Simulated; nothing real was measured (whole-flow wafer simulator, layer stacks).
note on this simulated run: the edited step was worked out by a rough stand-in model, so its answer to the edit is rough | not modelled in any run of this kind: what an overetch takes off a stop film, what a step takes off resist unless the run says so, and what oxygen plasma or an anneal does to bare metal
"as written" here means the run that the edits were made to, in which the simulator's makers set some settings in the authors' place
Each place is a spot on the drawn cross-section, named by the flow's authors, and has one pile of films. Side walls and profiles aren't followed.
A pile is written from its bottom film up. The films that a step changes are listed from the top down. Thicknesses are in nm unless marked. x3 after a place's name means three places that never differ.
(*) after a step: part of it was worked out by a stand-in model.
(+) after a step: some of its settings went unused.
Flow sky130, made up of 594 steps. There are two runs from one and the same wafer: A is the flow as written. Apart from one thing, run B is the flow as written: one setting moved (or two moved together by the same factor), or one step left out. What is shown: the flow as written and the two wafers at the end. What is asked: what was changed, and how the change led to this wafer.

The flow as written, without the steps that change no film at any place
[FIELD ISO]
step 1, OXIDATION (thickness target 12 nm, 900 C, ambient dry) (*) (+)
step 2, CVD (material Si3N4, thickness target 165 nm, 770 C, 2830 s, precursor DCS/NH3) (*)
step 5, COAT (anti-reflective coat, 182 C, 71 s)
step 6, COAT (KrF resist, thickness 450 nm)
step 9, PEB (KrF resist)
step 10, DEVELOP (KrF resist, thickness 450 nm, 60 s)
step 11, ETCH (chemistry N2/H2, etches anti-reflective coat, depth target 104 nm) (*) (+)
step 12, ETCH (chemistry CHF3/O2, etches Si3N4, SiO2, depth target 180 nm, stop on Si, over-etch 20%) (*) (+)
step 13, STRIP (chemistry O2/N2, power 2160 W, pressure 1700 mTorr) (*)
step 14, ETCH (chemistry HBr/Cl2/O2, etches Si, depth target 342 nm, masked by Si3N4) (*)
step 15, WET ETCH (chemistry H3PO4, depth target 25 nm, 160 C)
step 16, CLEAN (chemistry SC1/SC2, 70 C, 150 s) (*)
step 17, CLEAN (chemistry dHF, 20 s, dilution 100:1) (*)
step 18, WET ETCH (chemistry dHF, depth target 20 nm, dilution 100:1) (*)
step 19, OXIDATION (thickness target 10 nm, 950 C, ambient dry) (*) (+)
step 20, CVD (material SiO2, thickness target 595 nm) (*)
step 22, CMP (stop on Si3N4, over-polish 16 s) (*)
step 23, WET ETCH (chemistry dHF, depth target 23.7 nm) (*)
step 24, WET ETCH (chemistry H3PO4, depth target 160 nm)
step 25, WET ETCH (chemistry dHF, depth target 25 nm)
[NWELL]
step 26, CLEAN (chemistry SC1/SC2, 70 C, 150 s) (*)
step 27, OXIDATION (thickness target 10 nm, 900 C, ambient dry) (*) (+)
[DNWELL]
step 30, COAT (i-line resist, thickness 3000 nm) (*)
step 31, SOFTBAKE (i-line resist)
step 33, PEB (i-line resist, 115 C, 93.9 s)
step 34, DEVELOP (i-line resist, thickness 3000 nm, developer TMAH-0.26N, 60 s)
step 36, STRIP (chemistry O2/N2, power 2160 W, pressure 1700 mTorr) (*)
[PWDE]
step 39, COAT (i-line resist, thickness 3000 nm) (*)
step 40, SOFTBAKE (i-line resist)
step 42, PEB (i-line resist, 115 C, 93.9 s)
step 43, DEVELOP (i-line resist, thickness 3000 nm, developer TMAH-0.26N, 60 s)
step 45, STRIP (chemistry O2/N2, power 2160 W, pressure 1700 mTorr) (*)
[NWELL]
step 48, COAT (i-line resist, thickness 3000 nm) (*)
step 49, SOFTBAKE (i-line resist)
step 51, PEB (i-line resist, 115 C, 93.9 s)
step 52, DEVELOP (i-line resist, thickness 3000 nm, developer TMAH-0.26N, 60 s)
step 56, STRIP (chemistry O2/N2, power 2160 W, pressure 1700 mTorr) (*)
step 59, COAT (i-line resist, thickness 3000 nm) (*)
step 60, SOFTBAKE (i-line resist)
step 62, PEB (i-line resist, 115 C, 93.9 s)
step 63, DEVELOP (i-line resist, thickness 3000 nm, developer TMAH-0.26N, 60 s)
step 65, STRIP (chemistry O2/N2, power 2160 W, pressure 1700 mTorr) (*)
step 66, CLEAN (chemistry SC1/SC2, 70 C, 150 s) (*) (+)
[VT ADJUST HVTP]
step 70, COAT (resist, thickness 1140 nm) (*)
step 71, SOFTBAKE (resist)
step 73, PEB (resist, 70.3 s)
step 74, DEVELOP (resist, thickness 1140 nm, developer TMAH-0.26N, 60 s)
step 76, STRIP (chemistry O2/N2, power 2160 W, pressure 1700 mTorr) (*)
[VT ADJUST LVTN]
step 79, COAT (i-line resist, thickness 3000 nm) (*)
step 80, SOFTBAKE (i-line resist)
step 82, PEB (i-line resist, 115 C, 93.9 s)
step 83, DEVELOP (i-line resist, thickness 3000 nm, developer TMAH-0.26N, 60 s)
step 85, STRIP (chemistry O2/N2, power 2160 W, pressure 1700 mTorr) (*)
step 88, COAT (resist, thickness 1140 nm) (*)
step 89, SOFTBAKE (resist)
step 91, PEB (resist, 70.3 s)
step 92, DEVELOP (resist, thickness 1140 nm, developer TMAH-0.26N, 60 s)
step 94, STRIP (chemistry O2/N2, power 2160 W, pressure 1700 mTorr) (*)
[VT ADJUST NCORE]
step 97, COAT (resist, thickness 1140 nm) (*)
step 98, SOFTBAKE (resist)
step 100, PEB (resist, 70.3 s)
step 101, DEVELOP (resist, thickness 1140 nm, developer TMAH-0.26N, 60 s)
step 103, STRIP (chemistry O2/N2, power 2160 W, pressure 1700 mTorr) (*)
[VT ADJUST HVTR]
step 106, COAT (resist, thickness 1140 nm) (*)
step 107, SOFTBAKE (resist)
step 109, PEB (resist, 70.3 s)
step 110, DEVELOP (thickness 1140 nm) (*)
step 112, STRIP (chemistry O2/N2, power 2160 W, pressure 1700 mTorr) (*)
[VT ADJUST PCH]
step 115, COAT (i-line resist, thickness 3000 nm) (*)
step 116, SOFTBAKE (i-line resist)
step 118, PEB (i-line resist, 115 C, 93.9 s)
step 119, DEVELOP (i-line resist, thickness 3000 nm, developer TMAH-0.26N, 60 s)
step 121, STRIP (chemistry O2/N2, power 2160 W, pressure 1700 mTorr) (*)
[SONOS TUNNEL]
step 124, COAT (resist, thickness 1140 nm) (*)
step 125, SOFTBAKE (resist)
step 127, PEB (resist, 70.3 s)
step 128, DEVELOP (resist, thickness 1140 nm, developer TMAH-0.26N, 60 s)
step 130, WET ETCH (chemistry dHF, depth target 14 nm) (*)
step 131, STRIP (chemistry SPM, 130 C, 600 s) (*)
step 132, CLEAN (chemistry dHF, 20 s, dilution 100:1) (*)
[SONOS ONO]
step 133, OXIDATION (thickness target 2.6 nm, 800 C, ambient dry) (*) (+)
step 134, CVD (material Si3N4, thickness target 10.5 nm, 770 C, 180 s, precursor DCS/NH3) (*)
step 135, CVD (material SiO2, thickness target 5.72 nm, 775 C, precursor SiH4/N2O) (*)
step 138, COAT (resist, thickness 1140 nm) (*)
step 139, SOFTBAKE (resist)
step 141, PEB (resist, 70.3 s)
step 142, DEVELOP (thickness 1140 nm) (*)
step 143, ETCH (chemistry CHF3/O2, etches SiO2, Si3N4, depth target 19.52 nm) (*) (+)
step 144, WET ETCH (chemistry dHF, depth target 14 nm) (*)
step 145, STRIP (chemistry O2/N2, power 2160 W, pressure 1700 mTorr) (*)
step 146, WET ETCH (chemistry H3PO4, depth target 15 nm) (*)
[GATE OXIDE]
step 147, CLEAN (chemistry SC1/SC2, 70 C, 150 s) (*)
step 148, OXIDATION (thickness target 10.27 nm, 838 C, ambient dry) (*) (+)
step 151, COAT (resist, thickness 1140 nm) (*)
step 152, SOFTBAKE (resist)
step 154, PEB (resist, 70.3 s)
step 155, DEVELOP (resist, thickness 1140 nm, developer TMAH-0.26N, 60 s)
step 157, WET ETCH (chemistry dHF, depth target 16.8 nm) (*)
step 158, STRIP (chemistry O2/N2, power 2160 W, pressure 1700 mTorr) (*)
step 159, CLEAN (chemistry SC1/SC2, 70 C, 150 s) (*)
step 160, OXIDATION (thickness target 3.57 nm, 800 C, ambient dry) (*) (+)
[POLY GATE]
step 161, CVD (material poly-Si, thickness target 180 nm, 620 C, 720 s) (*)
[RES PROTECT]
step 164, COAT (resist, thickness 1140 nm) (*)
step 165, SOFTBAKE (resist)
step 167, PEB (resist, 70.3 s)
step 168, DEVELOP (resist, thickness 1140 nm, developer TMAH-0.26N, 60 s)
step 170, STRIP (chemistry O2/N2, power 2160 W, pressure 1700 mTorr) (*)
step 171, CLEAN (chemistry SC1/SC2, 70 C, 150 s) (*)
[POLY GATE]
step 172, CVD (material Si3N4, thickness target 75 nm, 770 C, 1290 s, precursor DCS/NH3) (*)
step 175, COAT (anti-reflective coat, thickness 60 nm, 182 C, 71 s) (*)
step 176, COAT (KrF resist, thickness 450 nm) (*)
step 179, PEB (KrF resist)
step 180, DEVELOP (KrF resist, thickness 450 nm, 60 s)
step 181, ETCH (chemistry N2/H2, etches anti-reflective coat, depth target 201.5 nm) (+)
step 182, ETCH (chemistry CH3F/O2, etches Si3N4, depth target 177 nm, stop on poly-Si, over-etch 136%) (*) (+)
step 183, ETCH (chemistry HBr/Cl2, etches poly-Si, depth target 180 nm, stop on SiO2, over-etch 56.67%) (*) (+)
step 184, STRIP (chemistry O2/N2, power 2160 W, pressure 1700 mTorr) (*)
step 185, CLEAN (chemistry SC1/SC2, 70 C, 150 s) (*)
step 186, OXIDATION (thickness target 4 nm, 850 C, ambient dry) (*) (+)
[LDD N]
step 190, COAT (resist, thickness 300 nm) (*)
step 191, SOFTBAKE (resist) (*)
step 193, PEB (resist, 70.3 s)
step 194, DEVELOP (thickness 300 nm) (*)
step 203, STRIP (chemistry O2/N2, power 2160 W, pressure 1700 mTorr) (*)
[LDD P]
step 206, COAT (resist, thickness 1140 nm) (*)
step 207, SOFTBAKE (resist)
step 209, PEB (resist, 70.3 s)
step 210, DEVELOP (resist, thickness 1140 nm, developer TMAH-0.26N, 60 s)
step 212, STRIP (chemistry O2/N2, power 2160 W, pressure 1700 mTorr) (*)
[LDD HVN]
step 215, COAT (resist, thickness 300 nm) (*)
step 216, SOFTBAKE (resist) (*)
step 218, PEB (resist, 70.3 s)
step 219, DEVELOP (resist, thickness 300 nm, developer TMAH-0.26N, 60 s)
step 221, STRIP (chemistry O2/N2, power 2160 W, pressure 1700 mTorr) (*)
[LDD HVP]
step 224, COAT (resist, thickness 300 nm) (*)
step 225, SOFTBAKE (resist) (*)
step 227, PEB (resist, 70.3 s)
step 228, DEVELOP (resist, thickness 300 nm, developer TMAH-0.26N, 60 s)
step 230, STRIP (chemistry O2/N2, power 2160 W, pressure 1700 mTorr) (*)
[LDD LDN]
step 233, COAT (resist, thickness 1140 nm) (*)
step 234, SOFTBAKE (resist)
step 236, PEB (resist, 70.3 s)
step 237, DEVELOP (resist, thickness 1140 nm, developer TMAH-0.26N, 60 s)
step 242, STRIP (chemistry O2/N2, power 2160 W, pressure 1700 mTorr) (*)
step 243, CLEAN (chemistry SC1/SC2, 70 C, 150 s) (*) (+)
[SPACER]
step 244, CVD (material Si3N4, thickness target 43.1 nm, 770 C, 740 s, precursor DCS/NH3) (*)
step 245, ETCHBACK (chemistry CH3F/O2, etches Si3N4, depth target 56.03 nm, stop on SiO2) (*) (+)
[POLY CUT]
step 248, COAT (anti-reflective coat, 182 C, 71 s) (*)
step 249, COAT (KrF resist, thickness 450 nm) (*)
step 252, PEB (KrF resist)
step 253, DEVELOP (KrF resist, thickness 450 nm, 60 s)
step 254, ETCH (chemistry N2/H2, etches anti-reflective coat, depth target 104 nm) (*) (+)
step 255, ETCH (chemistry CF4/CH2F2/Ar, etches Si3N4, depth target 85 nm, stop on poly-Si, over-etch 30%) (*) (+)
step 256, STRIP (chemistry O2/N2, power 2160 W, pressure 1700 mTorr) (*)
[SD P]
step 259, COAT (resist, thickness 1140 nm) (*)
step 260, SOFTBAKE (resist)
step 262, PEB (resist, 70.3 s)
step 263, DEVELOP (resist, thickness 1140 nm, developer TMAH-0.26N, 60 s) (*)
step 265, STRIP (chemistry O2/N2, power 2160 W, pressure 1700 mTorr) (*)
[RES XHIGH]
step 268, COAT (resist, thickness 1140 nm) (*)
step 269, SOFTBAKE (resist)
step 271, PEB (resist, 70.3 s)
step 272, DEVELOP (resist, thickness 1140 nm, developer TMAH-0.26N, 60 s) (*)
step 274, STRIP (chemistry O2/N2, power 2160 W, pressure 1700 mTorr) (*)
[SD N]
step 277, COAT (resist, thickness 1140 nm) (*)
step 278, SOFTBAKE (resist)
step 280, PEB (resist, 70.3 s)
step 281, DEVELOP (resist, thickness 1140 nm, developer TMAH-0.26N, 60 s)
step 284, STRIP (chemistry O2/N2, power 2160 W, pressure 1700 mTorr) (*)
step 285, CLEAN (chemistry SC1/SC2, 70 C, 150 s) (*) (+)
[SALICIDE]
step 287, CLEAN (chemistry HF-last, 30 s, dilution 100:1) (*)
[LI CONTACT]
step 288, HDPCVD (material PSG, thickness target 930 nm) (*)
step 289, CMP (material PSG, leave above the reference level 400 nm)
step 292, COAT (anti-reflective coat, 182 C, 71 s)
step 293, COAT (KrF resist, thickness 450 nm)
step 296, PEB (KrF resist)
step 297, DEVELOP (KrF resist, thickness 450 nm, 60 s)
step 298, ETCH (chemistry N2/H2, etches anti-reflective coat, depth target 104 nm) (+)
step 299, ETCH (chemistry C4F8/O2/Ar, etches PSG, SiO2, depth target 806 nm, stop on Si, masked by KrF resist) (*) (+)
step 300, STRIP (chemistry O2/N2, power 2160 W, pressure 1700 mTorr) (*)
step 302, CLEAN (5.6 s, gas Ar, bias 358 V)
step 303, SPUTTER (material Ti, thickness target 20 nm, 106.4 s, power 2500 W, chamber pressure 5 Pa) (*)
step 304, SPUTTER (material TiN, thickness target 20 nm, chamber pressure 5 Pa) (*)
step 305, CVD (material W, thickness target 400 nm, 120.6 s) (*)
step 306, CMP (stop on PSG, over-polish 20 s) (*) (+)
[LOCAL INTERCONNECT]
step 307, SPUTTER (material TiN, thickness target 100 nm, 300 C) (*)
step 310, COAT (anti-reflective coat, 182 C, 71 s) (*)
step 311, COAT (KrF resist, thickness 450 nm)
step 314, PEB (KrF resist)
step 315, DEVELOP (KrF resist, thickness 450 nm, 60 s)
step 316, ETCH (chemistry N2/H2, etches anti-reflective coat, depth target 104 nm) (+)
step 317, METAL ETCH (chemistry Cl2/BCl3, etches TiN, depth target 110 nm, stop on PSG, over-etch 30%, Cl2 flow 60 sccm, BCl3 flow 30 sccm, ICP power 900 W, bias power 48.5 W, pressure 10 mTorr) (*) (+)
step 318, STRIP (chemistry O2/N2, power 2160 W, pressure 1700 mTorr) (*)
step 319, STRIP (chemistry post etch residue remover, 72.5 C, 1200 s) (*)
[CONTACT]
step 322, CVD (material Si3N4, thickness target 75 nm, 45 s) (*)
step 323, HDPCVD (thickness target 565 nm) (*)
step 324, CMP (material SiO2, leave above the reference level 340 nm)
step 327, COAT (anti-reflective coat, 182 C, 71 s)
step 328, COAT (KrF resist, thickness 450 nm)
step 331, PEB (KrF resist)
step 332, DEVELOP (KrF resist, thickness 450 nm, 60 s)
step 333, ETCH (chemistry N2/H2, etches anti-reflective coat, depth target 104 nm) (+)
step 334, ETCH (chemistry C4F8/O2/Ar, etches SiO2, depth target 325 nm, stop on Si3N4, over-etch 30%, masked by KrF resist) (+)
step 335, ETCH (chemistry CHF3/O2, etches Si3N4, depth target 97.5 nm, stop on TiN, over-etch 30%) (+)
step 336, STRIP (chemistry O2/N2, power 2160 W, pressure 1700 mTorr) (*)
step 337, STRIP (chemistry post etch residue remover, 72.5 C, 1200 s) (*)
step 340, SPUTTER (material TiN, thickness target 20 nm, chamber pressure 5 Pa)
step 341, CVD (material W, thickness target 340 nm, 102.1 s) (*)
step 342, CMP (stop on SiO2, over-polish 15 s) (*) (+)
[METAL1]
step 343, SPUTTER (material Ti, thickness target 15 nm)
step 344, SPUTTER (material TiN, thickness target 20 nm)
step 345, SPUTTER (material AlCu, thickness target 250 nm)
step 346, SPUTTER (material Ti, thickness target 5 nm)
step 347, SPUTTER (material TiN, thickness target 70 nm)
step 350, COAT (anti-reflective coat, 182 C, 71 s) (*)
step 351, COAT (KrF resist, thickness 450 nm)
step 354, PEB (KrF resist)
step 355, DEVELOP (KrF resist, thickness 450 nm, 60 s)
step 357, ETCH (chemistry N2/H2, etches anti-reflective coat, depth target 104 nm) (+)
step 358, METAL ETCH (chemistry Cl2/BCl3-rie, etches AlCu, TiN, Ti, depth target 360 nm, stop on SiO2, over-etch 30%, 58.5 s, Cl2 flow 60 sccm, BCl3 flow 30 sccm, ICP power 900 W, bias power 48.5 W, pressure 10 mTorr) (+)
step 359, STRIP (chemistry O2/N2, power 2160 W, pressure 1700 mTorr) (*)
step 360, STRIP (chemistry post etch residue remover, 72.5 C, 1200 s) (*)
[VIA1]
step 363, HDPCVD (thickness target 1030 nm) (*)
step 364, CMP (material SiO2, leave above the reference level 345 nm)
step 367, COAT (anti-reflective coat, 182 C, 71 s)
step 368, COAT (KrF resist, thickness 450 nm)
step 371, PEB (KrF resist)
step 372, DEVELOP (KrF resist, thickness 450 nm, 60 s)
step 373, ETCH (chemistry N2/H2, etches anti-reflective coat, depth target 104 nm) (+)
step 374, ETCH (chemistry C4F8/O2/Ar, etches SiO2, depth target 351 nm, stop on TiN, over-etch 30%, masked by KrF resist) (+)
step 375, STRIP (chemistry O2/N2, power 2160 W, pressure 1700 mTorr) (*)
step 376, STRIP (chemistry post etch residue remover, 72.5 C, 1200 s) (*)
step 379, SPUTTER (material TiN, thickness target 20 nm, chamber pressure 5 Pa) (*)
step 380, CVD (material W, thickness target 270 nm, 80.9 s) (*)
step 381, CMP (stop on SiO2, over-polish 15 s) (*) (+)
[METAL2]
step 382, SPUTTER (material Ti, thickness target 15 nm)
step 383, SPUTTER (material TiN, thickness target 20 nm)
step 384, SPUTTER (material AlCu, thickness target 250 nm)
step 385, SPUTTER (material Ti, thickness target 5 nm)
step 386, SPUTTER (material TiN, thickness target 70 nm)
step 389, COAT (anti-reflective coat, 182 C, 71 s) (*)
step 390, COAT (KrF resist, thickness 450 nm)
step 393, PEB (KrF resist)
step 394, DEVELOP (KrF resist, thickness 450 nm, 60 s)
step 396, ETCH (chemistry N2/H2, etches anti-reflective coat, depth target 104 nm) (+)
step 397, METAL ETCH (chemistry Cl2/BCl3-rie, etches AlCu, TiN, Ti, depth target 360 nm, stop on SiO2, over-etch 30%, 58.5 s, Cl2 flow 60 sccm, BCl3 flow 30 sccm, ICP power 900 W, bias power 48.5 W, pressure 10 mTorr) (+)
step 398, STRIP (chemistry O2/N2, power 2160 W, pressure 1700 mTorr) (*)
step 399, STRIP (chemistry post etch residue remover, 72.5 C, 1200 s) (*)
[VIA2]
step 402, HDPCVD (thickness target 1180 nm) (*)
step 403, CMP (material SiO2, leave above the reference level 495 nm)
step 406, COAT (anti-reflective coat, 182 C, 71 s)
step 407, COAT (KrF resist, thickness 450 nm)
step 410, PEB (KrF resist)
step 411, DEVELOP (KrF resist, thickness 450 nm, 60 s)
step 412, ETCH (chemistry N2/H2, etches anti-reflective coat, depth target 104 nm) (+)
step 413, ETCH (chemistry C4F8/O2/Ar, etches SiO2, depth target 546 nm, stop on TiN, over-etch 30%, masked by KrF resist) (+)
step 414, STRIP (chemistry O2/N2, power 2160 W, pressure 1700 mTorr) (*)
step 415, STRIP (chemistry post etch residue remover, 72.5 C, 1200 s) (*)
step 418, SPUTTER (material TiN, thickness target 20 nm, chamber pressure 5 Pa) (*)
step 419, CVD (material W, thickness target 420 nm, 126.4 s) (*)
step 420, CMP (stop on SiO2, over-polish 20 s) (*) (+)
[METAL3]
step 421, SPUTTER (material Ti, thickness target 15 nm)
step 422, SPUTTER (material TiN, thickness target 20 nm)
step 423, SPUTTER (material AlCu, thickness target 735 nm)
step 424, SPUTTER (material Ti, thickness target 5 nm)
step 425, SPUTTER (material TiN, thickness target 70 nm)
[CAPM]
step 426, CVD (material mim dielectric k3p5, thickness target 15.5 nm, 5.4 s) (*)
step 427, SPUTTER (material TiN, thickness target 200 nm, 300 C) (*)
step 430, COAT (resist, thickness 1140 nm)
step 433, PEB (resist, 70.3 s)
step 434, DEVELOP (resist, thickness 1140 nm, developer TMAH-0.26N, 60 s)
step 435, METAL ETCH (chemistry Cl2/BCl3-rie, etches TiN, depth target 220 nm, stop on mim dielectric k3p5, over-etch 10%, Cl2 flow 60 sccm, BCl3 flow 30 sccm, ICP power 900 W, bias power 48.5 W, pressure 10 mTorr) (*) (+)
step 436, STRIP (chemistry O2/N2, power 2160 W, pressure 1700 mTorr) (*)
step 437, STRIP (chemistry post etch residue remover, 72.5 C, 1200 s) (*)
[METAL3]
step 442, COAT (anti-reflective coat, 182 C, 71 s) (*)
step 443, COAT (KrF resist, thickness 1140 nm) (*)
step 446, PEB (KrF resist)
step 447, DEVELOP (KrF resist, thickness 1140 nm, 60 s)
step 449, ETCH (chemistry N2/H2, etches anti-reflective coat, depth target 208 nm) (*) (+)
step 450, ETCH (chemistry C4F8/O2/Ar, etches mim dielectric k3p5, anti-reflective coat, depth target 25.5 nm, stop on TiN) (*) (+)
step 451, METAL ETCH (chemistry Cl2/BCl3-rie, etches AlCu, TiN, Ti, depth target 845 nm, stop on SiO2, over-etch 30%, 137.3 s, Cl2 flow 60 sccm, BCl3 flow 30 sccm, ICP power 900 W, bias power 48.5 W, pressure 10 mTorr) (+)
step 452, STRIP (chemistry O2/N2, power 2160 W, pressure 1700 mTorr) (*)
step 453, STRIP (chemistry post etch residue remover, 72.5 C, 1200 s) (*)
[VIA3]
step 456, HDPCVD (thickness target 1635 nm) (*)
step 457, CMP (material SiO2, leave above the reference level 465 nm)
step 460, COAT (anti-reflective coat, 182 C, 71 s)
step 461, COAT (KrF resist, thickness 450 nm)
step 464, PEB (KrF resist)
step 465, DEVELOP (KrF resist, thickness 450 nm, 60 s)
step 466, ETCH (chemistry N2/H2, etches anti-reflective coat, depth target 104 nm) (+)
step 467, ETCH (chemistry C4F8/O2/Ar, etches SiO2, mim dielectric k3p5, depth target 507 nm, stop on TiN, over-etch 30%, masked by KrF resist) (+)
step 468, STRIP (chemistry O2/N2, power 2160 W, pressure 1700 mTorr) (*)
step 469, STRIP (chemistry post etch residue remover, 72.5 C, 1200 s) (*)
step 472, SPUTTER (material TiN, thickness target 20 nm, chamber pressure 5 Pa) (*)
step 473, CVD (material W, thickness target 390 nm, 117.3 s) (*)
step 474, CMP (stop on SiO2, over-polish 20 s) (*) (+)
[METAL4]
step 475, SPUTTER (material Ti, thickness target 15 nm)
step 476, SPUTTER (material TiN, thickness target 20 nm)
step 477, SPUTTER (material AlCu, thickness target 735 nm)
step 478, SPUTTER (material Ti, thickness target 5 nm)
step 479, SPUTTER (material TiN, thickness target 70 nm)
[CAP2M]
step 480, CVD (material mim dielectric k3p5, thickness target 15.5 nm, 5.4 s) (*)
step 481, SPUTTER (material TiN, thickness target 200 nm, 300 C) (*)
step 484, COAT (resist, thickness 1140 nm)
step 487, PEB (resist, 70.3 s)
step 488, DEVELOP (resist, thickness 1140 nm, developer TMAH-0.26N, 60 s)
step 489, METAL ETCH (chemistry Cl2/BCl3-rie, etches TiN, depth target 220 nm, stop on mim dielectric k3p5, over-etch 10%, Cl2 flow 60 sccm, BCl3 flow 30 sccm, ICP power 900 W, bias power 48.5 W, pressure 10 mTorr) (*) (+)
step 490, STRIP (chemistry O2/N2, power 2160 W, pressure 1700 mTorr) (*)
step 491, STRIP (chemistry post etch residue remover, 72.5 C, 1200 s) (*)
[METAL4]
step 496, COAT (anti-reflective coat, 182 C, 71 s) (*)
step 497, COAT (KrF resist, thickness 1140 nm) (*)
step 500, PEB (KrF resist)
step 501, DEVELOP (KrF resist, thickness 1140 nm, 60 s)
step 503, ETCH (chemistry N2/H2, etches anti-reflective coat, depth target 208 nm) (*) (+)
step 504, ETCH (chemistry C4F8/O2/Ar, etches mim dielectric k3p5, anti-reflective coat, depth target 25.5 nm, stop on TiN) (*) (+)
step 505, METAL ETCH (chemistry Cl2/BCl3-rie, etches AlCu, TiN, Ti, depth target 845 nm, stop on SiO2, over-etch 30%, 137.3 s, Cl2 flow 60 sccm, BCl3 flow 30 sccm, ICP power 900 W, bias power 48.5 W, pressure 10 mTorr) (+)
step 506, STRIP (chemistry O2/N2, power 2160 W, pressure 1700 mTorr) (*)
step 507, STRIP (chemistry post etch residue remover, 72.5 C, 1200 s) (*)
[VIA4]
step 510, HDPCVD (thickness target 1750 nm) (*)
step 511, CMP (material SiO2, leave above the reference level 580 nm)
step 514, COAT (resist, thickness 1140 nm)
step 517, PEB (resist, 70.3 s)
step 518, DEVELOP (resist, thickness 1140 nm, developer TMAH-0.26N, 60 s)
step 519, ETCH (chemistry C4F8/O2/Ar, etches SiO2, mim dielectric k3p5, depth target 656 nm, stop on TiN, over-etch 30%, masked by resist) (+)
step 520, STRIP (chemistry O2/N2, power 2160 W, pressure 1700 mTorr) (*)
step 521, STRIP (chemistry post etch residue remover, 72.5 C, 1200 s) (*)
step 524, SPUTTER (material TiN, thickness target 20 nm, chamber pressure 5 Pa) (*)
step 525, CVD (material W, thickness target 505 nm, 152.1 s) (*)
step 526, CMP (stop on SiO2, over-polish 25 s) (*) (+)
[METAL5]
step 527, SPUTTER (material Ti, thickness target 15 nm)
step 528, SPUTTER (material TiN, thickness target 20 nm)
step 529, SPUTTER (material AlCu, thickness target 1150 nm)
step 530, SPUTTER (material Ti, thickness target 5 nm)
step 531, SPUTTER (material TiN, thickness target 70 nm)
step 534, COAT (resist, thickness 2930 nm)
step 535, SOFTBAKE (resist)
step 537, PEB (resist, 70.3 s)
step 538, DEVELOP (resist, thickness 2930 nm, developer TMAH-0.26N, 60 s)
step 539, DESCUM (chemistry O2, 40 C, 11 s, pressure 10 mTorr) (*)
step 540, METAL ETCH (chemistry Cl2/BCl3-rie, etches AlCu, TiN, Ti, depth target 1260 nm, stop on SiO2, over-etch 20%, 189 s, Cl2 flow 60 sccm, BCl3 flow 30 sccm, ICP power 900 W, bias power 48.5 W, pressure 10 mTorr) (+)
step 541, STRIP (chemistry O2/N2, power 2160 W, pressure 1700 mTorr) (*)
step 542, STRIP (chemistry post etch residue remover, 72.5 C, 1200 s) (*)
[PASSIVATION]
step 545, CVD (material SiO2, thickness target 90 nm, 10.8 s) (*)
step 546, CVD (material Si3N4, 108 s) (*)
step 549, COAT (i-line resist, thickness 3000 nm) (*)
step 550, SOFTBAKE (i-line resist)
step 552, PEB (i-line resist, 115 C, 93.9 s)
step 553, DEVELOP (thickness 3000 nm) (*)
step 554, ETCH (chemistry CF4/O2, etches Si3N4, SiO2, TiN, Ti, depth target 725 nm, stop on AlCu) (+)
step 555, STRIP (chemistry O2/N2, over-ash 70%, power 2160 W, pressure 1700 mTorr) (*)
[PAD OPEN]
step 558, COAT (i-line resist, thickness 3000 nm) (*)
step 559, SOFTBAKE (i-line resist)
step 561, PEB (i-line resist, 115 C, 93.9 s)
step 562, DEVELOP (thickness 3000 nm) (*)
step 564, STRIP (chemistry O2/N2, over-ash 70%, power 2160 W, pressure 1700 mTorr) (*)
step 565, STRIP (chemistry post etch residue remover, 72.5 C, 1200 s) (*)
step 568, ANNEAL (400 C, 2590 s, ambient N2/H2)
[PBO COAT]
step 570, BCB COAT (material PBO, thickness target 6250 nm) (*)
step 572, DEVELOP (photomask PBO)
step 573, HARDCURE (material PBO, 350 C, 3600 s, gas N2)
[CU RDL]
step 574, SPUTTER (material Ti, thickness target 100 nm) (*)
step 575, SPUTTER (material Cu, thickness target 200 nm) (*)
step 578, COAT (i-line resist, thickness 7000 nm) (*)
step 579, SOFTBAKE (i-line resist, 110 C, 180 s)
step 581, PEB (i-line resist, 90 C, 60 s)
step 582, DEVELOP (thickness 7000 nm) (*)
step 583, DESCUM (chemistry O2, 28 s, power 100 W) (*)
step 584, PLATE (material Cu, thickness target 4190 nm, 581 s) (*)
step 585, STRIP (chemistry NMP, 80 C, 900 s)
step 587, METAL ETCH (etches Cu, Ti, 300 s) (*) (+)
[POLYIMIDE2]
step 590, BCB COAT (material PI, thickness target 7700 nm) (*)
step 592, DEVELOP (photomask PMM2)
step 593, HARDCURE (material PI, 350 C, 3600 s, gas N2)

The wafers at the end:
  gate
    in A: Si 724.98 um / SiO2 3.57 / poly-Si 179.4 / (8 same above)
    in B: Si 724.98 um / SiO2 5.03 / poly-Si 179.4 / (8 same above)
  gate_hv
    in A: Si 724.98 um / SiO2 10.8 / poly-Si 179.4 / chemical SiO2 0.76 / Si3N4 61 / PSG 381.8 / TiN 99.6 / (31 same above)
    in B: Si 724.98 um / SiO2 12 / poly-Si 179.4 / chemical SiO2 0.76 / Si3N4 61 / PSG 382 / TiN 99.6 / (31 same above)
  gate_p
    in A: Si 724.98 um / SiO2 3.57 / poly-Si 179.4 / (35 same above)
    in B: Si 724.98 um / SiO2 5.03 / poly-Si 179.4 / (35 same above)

The reason: step 160, OXIDATION: thickness target 5.03 nm was run, while the flow as written has thickness target 3.57 nm.
One can read it off the wafer: gate has SiO2 5.03, and step 160 as written asks for 3.57 nm.

The path from the change to this, step by step:
  step 160, OXIDATION (thickness target 3.57 nm, 800 C, ambient dry) (*) (+)
      active, n_well, p_well and 58 more: A +3.57 SiO2 (new film), -0.76 chemical SiO2 (all of it), -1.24 Si | B +5.03 SiO2 (new film), -0.76 chemical SiO2 (all of it), -1.88 Si
      gate_hv, m1, pad and 37 more: A +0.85 SiO2, -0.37 Si | B +2.03 SiO2, -0.89 Si
  step 299, ETCH (chemistry C4F8/O2/Ar, etches PSG, SiO2, depth target 806 nm, stop on Si, masked by KrF resist) (*) (+)
      contact, ndiff_licon, ndiff_licon_cpp: A -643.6 PSG (all of it), -1.16 SiO2 (all of it) | B -643.7 PSG (all of it), -2.37 SiO2 (all of it)
  step 306, CMP (stop on PSG, over-polish 20 s) (*) (+)
      poly_licon: A -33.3 W | B -32.6 W
